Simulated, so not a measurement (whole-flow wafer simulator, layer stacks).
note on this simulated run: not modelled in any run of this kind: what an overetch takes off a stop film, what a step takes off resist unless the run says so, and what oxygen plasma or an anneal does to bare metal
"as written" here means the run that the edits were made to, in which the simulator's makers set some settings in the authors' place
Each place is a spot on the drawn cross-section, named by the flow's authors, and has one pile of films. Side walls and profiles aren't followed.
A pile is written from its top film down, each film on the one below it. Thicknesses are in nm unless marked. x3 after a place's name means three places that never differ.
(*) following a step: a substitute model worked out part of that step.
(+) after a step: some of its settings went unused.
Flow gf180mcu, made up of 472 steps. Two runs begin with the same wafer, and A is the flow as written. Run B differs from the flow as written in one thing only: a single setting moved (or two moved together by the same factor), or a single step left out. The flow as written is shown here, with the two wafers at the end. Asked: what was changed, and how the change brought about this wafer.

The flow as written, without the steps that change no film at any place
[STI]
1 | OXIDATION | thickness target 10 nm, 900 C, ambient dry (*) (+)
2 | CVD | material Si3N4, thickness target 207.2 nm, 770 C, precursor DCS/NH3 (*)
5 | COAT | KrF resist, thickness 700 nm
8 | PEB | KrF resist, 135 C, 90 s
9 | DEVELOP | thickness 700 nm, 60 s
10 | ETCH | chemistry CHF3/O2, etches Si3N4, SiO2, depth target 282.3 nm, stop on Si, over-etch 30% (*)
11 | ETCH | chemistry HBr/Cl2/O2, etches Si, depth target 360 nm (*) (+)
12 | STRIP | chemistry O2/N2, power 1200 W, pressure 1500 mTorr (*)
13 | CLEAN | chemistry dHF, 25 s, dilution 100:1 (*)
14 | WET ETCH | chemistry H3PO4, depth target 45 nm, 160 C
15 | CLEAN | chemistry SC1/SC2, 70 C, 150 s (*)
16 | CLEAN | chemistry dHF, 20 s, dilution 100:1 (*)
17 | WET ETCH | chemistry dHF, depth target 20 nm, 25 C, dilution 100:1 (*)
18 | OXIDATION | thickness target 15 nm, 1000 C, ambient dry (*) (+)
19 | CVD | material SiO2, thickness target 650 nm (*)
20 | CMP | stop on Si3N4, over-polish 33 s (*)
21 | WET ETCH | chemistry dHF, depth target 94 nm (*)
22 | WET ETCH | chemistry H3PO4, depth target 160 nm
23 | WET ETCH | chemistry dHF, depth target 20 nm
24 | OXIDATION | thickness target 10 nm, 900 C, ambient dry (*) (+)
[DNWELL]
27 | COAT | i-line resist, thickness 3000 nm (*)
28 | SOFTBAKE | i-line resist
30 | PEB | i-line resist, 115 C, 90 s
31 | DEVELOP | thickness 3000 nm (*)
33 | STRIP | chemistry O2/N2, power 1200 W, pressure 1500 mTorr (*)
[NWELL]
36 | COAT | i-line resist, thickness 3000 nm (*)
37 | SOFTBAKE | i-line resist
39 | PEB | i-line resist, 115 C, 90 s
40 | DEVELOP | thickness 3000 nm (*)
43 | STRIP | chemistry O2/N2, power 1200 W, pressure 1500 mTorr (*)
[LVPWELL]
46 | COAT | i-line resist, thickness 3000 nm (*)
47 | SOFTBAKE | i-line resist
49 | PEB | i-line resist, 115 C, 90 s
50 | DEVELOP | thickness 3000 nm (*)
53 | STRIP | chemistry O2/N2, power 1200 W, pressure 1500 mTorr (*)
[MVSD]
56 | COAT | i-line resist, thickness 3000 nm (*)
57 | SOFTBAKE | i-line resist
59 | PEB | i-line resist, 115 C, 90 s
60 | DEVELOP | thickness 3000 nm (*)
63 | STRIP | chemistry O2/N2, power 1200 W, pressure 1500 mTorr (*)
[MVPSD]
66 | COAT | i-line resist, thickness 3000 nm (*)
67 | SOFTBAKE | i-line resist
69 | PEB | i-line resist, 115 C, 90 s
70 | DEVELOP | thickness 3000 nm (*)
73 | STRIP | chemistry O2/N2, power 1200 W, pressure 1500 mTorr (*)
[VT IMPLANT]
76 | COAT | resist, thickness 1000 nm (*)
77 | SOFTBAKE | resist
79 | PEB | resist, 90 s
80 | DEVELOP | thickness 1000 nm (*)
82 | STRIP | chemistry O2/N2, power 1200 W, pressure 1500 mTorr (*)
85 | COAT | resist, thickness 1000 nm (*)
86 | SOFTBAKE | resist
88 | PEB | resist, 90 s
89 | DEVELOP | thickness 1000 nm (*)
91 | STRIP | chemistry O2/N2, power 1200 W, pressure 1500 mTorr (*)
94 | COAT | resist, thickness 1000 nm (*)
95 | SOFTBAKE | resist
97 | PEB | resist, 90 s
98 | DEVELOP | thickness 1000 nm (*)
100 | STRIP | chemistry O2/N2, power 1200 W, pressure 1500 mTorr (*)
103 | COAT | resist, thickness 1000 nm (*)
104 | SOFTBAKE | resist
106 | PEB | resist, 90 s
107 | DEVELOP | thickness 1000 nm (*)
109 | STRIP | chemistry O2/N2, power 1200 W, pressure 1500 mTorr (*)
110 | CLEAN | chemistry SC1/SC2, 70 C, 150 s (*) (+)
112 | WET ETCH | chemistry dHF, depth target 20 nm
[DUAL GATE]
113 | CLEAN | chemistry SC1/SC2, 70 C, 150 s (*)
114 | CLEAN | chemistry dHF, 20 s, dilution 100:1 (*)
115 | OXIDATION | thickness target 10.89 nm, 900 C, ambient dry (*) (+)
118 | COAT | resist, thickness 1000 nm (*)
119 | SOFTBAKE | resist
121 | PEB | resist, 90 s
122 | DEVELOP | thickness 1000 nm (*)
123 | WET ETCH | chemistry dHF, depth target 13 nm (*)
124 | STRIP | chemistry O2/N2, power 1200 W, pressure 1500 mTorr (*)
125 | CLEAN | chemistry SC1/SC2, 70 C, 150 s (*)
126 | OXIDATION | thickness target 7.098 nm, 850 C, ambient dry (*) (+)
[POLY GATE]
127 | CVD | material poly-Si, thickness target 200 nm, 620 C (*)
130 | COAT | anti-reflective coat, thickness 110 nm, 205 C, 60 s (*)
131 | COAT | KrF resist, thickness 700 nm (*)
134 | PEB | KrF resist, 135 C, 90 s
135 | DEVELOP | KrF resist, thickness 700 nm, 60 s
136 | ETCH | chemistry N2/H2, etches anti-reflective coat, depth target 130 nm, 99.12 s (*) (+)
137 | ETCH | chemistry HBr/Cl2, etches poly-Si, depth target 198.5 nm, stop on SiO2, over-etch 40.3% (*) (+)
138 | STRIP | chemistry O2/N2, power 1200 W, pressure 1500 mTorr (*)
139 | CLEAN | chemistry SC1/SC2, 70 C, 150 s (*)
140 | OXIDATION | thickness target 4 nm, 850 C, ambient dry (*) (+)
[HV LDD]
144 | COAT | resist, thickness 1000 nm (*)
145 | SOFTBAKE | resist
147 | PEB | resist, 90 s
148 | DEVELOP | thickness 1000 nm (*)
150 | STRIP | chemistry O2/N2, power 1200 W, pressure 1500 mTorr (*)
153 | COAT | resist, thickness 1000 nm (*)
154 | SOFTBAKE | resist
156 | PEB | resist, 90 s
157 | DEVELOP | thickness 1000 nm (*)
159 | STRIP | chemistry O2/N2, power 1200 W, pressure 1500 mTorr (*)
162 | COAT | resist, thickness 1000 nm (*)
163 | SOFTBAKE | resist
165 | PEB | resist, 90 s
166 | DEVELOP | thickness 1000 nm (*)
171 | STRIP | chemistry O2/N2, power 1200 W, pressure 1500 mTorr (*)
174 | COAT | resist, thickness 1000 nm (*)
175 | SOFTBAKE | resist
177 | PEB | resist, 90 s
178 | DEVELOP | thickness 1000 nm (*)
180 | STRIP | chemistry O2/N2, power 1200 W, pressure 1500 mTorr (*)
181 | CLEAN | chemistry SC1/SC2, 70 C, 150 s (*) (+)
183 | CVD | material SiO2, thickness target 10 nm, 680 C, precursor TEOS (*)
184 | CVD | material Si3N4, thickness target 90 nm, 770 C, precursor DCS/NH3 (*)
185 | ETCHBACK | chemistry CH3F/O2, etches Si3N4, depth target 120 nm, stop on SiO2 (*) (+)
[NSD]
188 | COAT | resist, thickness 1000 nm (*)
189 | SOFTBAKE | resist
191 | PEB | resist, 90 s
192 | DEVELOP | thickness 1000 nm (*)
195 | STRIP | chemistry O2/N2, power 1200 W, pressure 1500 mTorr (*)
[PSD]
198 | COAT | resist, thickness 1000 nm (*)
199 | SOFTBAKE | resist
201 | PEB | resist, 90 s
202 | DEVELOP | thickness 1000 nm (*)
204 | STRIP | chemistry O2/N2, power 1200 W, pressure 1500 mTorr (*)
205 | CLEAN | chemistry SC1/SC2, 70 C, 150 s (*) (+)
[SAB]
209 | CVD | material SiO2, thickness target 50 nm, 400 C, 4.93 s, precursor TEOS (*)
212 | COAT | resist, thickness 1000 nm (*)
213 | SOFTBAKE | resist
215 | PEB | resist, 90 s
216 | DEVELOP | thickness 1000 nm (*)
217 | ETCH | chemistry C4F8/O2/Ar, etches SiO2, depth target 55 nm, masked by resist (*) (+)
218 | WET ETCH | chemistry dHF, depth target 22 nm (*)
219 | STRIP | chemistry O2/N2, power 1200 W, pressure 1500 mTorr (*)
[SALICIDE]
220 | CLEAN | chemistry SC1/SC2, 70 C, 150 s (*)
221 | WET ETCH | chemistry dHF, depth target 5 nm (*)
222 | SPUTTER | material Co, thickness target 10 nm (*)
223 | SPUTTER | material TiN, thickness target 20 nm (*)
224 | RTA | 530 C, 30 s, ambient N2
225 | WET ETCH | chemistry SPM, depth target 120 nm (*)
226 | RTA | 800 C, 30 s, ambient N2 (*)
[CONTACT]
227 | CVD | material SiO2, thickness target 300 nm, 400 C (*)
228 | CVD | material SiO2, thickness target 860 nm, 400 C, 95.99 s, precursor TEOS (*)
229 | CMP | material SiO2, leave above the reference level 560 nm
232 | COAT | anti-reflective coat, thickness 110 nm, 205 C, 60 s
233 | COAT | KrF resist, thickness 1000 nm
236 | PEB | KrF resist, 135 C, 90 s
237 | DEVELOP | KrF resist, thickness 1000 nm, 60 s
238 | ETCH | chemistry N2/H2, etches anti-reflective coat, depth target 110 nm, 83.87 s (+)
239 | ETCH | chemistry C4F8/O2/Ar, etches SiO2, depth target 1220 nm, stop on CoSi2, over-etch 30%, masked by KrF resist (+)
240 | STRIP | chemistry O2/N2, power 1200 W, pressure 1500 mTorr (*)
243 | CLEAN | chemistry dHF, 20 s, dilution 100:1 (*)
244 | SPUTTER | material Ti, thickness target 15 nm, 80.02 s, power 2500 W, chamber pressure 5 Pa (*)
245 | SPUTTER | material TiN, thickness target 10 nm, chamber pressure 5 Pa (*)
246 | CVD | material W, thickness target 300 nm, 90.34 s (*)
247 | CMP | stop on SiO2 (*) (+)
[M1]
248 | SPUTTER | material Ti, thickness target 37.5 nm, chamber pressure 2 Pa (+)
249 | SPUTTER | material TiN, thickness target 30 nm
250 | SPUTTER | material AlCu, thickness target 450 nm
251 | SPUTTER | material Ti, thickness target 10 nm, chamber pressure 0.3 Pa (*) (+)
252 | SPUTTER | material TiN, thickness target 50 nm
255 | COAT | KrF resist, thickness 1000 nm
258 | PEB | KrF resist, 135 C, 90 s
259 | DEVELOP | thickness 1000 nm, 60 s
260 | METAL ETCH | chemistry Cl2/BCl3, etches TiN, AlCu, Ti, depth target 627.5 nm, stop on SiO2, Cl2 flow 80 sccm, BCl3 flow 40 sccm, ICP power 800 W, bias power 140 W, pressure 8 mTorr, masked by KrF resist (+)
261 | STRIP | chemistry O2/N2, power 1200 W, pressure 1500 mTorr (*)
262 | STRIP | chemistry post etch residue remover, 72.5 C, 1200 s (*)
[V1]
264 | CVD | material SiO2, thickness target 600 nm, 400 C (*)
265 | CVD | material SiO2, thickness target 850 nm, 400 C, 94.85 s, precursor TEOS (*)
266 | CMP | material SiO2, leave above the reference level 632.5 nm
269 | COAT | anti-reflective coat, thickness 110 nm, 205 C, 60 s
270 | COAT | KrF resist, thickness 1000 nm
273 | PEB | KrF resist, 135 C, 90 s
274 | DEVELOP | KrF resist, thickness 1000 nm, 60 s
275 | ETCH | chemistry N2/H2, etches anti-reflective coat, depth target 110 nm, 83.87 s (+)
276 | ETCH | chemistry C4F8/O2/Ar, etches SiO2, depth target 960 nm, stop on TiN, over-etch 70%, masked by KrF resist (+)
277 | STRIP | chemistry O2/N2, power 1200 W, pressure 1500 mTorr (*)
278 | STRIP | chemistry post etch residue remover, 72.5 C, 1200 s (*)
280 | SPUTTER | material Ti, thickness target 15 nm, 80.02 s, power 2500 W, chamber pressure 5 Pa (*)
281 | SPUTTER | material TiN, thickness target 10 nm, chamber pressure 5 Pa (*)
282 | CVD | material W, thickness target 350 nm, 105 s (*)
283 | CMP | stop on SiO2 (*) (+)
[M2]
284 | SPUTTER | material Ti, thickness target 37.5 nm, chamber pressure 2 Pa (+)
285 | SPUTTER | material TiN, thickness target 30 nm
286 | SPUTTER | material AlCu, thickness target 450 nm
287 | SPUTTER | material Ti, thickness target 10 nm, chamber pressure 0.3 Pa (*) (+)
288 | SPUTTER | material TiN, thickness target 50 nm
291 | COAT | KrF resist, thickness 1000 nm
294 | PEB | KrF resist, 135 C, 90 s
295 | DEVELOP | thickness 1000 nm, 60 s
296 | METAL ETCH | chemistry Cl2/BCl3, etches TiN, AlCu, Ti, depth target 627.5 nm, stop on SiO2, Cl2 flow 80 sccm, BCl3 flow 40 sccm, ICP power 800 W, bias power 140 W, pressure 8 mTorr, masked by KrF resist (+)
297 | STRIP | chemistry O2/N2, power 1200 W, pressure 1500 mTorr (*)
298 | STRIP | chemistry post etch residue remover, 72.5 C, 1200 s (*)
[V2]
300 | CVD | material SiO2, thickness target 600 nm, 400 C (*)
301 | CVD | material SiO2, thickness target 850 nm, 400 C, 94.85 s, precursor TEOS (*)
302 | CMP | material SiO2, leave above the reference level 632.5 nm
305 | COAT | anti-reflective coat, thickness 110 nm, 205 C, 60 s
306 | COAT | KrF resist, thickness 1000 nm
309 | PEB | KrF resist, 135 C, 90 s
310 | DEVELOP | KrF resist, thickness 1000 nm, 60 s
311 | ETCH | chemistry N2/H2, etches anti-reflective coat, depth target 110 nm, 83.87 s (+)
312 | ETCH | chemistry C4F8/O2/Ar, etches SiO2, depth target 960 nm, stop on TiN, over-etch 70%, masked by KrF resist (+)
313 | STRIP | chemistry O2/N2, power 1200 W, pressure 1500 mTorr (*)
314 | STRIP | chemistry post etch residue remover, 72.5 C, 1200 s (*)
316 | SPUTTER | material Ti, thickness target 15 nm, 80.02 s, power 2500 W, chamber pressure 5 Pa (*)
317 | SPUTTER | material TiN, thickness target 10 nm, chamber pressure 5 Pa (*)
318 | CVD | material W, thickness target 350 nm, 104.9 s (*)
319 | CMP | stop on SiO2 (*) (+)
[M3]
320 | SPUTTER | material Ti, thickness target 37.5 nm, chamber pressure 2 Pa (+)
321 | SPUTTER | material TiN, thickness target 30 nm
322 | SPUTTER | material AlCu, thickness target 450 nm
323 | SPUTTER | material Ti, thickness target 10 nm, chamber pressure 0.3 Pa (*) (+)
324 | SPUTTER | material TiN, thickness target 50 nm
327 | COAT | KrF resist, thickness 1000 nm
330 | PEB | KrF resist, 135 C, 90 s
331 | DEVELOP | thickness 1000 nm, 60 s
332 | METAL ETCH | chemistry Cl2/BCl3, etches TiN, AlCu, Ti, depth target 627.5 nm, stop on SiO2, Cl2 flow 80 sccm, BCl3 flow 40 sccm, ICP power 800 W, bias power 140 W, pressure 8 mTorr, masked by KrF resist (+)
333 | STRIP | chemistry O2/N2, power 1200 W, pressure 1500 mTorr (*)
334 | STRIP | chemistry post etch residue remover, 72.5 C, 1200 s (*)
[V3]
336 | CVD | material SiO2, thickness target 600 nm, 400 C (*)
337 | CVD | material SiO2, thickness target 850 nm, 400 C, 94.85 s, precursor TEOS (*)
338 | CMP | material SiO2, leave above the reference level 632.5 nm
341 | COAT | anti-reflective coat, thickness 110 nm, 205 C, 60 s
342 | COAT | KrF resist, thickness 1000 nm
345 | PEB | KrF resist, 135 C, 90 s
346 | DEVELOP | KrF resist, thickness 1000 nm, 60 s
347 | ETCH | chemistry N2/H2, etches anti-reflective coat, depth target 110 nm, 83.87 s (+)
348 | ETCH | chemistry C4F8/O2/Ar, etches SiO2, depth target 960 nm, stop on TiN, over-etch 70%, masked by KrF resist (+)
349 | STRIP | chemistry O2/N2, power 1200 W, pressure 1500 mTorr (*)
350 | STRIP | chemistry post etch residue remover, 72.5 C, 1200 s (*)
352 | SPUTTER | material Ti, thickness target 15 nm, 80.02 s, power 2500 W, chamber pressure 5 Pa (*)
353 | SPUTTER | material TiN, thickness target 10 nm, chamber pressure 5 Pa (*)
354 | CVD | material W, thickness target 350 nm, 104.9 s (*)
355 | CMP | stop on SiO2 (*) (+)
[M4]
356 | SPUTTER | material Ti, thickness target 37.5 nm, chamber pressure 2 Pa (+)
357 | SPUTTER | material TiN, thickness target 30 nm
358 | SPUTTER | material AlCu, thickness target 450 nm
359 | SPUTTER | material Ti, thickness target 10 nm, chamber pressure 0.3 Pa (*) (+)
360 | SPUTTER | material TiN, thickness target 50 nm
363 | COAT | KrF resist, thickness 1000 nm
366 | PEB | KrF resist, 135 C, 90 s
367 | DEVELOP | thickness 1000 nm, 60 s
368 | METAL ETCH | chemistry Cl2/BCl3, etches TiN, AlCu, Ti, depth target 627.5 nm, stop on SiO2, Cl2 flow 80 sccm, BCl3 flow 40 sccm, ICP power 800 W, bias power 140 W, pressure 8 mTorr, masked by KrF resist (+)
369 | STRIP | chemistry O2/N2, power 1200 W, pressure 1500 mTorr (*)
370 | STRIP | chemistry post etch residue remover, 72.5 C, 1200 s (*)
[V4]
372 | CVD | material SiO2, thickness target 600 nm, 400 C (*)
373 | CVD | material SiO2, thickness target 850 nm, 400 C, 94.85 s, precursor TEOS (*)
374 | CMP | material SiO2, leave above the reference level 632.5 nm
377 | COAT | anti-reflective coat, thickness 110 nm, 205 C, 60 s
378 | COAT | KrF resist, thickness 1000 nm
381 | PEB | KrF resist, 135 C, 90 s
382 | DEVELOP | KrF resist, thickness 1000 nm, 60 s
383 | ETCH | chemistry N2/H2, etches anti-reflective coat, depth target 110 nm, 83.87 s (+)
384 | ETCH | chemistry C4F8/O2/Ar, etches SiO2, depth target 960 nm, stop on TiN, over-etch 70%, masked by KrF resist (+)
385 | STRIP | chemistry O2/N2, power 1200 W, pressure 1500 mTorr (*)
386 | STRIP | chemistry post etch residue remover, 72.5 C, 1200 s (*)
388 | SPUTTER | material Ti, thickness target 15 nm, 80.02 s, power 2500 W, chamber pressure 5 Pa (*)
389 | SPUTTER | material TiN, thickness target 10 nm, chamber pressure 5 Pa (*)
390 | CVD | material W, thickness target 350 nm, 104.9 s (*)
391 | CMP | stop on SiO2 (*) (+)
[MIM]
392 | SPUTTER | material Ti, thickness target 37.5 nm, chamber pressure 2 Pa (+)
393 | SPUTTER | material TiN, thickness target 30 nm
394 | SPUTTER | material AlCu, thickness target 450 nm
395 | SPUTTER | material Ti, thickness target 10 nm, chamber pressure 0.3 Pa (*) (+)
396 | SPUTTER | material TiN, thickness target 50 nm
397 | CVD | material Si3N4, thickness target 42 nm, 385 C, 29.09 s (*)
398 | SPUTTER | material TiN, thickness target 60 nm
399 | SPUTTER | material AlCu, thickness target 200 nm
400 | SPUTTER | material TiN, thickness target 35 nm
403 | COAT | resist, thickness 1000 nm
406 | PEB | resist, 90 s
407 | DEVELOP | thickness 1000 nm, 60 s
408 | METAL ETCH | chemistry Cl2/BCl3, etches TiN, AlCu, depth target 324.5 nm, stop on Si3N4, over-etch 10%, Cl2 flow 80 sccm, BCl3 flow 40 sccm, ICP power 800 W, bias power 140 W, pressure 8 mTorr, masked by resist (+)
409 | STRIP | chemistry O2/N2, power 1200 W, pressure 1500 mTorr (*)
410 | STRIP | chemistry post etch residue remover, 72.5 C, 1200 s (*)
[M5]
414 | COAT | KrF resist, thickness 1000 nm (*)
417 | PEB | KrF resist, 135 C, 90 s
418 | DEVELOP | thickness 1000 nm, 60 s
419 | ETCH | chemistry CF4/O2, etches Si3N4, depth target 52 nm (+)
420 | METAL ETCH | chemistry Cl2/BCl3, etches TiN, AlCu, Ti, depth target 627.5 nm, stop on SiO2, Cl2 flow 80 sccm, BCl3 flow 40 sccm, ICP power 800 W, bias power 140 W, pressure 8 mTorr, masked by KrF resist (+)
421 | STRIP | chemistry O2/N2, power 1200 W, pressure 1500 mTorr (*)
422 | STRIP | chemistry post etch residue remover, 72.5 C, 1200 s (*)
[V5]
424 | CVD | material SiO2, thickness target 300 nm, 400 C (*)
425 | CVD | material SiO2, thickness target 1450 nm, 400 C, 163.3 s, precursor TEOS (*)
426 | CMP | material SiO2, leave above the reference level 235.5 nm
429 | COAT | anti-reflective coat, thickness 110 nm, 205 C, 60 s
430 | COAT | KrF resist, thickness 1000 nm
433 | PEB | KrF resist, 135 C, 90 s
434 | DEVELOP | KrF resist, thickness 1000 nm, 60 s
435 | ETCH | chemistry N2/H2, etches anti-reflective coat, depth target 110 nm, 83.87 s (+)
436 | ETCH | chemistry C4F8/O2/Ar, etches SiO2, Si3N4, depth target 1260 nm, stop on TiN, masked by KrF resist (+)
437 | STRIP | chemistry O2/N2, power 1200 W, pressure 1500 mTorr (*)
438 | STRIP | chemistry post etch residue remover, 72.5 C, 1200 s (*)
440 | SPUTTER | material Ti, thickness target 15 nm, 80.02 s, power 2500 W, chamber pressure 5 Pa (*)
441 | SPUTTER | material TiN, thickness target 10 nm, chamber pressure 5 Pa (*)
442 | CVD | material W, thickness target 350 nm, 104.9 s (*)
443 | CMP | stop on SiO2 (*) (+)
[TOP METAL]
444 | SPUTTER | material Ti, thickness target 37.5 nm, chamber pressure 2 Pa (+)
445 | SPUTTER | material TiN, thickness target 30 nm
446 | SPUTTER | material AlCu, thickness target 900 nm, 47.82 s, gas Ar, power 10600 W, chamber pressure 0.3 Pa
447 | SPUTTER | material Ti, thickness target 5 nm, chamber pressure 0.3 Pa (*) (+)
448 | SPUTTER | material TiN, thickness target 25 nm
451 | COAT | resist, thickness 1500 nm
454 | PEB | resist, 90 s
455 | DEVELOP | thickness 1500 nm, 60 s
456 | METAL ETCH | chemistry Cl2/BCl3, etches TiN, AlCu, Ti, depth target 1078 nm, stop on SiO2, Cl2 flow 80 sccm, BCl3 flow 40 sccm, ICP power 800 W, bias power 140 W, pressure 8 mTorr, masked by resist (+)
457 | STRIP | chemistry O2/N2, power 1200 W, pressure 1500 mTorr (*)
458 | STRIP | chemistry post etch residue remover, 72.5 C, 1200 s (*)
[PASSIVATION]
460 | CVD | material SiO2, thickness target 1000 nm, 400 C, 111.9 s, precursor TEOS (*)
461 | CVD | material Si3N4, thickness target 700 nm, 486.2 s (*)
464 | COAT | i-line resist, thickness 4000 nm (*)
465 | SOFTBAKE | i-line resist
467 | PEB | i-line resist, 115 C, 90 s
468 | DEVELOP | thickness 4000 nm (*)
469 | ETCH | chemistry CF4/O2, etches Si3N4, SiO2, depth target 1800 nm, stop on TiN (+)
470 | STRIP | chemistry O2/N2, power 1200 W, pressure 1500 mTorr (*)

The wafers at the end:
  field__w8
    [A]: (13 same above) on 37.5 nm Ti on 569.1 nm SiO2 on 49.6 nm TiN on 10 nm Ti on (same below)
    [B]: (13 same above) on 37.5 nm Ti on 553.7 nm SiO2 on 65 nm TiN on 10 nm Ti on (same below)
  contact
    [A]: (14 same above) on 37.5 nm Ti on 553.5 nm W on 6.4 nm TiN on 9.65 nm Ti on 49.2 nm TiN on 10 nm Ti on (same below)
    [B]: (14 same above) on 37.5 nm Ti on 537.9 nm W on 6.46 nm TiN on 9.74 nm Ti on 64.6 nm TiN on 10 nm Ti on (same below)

The reason: step 360, SPUTTER: thickness target 65.44 nm was run, while the flow as written has thickness target 50 nm.

The path from the change to this, step by step:
  360 | SPUTTER | material TiN, thickness target 50 nm
      field, field__w1, field__w2 and 108 more: A +50 TiN (new film) | B +65.4 TiN (new film)
  368 | METAL ETCH | chemistry Cl2/BCl3, etches TiN, AlCu, Ti, depth target 627.5 nm, stop on SiO2, Cl2 flow 80 sccm, BCl3 flow 40 sccm, ICP power 800 W, bias power 140 W, pressure 8 mTorr, masked by KrF resist (+)
      field, field__w1, field__w2 and 103 more: A -50 TiN (all of it), -10 Ti (all of it), -450 AlCu (all of it), -30 TiN (all of it), -37.5 Ti (all of it) | B -65.4 TiN (all of it), -10 Ti (all of it), -450 AlCu (all of it), -30 TiN (all of it), -37.5 Ti (all of it)
  384 | ETCH | chemistry C4F8/O2/Ar, etches SiO2, depth target 960 nm, stop on TiN, over-etch 70%, masked by KrF resist (+)
      contact: A -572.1 SiO2 (all of it) | B -556.6 SiO2 (all of it)
